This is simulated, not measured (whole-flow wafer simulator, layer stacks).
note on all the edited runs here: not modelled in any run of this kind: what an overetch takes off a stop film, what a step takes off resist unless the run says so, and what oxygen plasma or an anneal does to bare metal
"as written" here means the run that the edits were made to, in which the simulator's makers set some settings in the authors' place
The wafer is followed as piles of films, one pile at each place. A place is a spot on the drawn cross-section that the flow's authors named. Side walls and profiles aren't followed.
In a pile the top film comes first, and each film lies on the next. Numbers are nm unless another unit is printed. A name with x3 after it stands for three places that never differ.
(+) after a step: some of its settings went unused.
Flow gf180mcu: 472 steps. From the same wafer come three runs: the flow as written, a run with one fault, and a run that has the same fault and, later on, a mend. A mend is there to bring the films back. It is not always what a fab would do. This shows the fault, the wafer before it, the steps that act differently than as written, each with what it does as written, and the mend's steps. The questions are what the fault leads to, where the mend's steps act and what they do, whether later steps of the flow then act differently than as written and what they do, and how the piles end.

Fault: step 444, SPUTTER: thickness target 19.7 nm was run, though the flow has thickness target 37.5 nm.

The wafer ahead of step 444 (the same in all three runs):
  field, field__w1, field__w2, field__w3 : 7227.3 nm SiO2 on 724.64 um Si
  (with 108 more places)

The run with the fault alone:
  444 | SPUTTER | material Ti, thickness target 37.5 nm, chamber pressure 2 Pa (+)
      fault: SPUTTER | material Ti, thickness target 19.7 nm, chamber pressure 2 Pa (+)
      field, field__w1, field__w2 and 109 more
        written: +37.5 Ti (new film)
        fault: +19.7 Ti (new film)
  Steps later in the flow that act otherwise than as written (4 other steps are not shown; they differ only slightly, by no more than 2% or 0.5 nm, whichever is larger):
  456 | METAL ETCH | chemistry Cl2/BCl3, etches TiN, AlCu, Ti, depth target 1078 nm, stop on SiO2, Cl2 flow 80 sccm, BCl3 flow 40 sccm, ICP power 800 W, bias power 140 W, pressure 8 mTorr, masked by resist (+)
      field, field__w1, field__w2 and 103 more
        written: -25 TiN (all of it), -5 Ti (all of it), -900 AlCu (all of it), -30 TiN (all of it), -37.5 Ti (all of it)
        fault: -25 TiN (all of it), -5 Ti (all of it), -900 AlCu (all of it), -30 TiN (all of it), -19.7 Ti (all of it)
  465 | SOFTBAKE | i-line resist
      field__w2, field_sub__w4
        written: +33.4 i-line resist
        fault: +32.5 i-line resist
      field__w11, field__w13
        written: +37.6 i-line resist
        fault: +36.6 i-line resist
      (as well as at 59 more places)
  The piles end different from the flow's at field__w8, contact, m1, m1__w1, pad, m1_nw by more than 2% or 0.5 nm, whichever is larger.
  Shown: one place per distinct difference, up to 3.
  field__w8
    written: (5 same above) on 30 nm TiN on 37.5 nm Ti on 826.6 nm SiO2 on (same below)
    fault: (5 same above) on 30 nm TiN on 19.7 nm Ti on 826.6 nm SiO2 on (same below)
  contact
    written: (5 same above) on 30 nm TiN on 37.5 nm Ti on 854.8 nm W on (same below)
    fault: (5 same above) on 30 nm TiN on 19.7 nm Ti on 854.8 nm W on (same below)
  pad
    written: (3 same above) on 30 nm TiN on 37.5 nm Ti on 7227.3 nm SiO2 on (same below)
    fault: (3 same above) on 30 nm TiN on 19.7 nm Ti on 7227.3 nm SiO2 on (same below)

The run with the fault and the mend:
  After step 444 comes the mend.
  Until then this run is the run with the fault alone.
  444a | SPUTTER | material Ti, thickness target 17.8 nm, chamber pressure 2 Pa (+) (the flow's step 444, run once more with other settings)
      field, field__w1, field__w2 and 109 more
        +17.8 Ti
  Later steps of the flow that are run all act as written at every place that is followed.
  By the end, the piles equal the flow's at every place that both follow.
